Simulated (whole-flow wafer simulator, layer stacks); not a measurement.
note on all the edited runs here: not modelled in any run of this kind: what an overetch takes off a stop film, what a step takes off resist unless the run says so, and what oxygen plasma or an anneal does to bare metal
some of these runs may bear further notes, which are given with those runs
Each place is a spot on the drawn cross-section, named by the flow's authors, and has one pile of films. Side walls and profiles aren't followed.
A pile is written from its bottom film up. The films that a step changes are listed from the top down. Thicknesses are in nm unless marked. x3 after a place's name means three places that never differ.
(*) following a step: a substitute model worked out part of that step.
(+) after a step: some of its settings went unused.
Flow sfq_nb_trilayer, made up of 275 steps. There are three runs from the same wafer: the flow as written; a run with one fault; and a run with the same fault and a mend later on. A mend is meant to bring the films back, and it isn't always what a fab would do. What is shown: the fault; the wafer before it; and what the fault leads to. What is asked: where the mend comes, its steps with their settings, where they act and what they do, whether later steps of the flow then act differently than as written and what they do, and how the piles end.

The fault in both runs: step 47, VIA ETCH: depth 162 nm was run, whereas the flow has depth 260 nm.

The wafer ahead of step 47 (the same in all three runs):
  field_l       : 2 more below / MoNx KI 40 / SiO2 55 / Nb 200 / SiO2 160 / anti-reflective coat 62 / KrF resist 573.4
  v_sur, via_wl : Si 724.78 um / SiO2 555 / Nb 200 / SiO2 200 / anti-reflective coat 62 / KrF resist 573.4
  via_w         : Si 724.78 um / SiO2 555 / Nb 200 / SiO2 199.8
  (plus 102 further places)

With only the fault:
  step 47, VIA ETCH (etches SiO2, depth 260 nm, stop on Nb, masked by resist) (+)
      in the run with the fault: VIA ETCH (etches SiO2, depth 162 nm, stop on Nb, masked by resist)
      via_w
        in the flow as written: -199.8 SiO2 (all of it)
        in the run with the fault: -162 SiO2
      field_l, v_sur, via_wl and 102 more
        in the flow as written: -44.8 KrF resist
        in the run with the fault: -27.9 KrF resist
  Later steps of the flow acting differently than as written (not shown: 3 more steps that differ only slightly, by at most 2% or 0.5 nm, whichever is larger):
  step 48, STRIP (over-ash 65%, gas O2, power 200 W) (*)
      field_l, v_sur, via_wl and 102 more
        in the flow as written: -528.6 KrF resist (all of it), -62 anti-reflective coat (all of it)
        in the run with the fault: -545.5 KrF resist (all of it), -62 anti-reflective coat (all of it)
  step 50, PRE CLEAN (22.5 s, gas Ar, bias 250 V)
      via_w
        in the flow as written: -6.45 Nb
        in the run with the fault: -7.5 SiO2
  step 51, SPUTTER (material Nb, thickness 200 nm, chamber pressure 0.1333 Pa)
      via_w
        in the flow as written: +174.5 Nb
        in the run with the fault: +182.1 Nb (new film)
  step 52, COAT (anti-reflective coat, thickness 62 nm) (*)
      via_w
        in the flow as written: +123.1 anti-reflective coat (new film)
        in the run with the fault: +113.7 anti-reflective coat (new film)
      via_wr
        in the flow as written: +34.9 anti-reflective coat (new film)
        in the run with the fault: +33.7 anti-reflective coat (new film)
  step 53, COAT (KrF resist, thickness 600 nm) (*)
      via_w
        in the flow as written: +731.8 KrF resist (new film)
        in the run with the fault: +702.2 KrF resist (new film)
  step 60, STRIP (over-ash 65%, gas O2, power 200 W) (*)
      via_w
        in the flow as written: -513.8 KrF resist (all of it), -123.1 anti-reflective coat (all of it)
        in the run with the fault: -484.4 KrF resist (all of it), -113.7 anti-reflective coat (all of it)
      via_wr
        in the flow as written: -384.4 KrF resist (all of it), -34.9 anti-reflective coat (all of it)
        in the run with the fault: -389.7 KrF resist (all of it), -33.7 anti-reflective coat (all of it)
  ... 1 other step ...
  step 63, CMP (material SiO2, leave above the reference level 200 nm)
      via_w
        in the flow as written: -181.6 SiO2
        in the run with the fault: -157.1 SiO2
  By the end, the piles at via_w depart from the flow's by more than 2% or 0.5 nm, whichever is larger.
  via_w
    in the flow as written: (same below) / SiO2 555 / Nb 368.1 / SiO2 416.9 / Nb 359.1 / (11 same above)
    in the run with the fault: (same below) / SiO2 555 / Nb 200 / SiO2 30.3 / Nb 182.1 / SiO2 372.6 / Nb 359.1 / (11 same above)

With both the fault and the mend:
  After step 48 comes the mend.
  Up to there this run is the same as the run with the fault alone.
  step 48a, COAT (anti-reflective coat, thickness 62 nm) (*) (a further turn of the flow's step 40)
      p4_fl x3, p4_w1 x9, p4_g1 x2 and 63 more
        +62 anti-reflective coat (new film)
      c5j, ce_r, sp_r and 12 more
        +61.8 anti-reflective coat (new film)
      be_sur, gap, jj_sur, ce_l
        +61.7 anti-reflective coat (new film)
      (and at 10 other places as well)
  step 48b, COAT (KrF resist, thickness 650 nm) (*) (a further turn of the flow's step 41)
      p4_fl x3, p4_w1 x9, p4_g1 x2 and 63 more
        +650 KrF resist (new film)
      field_r, lsp_l, ln_m5, lsp_m, ln_m6, lsp_r, l0_sur
        +649.6 KrF resist (new film)
      r_sur, res, r_end, moat, l0v
        +649.5 KrF resist (new film)
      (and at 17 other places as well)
  step 48c, SOFTBAKE (KrF resist) (a further turn of the flow's step 42)
      alters no film at any place that is followed
  step 48d, EXPOSE (photomask I0, dose 11.91 mJ/cm2, NA 0.6, wavelength 248 nm) (*) (a further turn of the flow's step 43)
      alters no film at any place that is followed
  step 48e, PEB (KrF resist, 90 s) (a further turn of the flow's step 44)
      gap, jj_sur, ce_l and 93 more
        -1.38 KrF resist
      via_v, wire, be, be_sur
        -1.37 KrF resist
      field_l, via_sp
        -1.36 KrF resist
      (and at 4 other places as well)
  step 48f, DEVELOP (KrF resist, thickness 650 nm, 60 s) (a further turn of the flow's step 45)
      field_l, v_sur, via_wl and 102 more
        -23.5 KrF resist
      via_w
        -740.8 KrF resist (all of it)
  step 48g, VIA ETCH (etches anti-reflective coat, depth 125 nm, masked by resist) (+) (a further turn of the flow's step 46)
      field_l, v_sur, via_wl and 102 more
        -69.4 KrF resist
      via_w
        -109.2 anti-reflective coat (all of it)
  step 48h, VIA ETCH (etches SiO2, depth 98 nm, stop on Nb, masked by resist) (+) (a further turn of the flow's step 47, with different settings)
      field_l, v_sur, via_wl and 102 more
        -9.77 KrF resist
      via_w
        -37.8 SiO2 (all of it)
  step 48i, STRIP (over-ash 65%, gas O2, power 200 W) (*) (a further turn of the flow's step 48)
      p4_fl x3, p4_w1 x9, p4_g1 x2 and 63 more
        -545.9 KrF resist (all of it), -62 anti-reflective coat (all of it)
      field_r, lsp_l, ln_m5, lsp_m, ln_m6, lsp_r, l0_sur
        -545.5 KrF resist (all of it), -61.8 anti-reflective coat (all of it)
      r_sur, res, r_end, moat
        -545.4 KrF resist (all of it), -61.8 anti-reflective coat (all of it)
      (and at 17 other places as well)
  Later steps of the flow that are run all act as written at every place that is followed, up to a difference of at most 2% or 0.5 nm, whichever is larger.
  The piles end only slightly different from the flow's at the places that both follow, by no more than 2% or 0.5 nm, whichever is larger.
